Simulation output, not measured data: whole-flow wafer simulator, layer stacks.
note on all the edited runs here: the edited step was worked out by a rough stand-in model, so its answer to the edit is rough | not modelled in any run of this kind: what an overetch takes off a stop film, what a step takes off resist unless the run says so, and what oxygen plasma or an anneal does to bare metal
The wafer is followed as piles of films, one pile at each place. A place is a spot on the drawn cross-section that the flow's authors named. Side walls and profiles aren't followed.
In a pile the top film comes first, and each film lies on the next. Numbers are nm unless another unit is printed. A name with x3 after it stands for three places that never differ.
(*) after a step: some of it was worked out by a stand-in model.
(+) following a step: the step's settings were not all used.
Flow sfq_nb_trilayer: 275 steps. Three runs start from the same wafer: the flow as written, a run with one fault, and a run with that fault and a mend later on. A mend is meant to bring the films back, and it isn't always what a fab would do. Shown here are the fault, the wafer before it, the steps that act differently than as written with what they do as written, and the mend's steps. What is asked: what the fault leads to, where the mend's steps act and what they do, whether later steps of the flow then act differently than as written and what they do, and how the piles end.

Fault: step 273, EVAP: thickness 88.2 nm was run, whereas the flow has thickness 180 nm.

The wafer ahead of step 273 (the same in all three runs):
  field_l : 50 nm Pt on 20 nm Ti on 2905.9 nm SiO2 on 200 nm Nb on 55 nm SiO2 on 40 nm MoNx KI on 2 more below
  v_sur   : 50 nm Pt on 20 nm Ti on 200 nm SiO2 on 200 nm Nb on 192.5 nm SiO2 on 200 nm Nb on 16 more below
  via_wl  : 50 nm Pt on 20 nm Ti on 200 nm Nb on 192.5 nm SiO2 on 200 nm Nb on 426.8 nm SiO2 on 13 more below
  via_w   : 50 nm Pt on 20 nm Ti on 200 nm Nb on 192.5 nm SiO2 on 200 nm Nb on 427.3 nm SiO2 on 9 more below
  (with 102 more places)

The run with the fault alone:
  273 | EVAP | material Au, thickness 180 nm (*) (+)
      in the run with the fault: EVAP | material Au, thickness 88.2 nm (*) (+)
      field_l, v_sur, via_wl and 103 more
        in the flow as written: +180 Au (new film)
        in the run with the fault: +88.2 Au (new film)
  Steps later in the flow that act otherwise than as written:
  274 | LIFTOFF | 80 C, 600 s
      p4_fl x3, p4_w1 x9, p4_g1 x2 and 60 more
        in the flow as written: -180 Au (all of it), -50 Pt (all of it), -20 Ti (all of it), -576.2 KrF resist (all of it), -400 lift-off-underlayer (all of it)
        in the run with the fault: -88.2 Au (all of it), -50 Pt (all of it), -20 Ti (all of it), -576.2 KrF resist (all of it), -400 lift-off-underlayer (all of it)
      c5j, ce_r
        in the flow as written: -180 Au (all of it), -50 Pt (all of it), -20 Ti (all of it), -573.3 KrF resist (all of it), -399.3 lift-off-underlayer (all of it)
        in the run with the fault: -88.2 Au (all of it), -50 Pt (all of it), -20 Ti (all of it), -573.3 KrF resist (all of it), -399.3 lift-off-underlayer (all of it)
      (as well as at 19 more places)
  At field_l, v_sur, via_wl and 8 more, the piles at the end differ from the flow's by more than 2% or 0.5 nm, whichever is larger.
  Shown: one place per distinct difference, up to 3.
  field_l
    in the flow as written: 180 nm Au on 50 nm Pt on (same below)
    in the run with the fault: 88.2 nm Au on 50 nm Pt on (same below)

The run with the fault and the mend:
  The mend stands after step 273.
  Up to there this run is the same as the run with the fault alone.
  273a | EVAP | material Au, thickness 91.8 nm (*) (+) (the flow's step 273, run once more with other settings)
      field_l, v_sur, via_wl and 103 more
        +91.8 Au
  Every later step of the flow that is run acts as written at every place that is followed.
  By the end, the piles equal the flow's at every place that both follow.
